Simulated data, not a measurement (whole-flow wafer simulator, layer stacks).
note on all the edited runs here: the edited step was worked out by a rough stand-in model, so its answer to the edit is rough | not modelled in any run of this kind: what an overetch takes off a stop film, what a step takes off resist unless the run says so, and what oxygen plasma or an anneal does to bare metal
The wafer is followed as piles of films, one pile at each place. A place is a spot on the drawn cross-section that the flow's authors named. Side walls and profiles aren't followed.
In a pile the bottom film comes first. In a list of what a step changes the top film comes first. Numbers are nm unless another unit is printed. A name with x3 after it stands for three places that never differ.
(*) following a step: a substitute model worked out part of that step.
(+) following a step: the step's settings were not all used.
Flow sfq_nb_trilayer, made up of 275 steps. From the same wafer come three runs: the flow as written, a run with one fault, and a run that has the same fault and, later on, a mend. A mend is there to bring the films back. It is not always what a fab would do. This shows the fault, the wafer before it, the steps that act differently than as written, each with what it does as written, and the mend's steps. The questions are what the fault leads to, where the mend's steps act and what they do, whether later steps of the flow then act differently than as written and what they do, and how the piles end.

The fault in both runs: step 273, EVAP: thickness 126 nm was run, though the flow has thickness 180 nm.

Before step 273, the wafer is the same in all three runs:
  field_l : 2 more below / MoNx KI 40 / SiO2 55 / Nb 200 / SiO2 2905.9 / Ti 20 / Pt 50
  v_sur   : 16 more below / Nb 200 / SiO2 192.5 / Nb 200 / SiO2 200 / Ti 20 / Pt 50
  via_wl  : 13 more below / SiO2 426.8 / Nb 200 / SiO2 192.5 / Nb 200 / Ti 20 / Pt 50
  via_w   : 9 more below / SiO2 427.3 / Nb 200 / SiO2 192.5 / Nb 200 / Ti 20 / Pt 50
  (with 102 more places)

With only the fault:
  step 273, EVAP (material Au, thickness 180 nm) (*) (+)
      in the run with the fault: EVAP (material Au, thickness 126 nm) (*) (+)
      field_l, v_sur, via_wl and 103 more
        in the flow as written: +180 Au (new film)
        in the run with the fault: +126 Au (new film)
  Steps further on in the flow that do not act as written:
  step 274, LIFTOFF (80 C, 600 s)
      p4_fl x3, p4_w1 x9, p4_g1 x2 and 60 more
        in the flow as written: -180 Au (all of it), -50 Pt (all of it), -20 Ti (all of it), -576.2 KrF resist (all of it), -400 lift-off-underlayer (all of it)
        in the run with the fault: -126 Au (all of it), -50 Pt (all of it), -20 Ti (all of it), -576.2 KrF resist (all of it), -400 lift-off-underlayer (all of it)
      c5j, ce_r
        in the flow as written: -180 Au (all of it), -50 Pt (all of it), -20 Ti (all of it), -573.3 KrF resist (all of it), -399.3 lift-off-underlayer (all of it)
        in the run with the fault: -126 Au (all of it), -50 Pt (all of it), -20 Ti (all of it), -573.3 KrF resist (all of it), -399.3 lift-off-underlayer (all of it)
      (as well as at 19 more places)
  At field_l, v_sur, via_wl and 8 more, the piles at the end differ from the flow's by more than 2% or 0.5 nm, whichever is larger.
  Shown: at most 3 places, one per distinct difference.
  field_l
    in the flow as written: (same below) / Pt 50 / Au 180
    in the run with the fault: (same below) / Pt 50 / Au 126

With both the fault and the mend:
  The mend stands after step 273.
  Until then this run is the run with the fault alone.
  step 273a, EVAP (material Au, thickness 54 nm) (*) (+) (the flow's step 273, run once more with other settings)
      field_l, v_sur, via_wl and 103 more
        +54 Au
  None of the later steps of the flow acts differently than as written at any place that is followed.
  At every place that both follow, the piles at the end match the flow's.
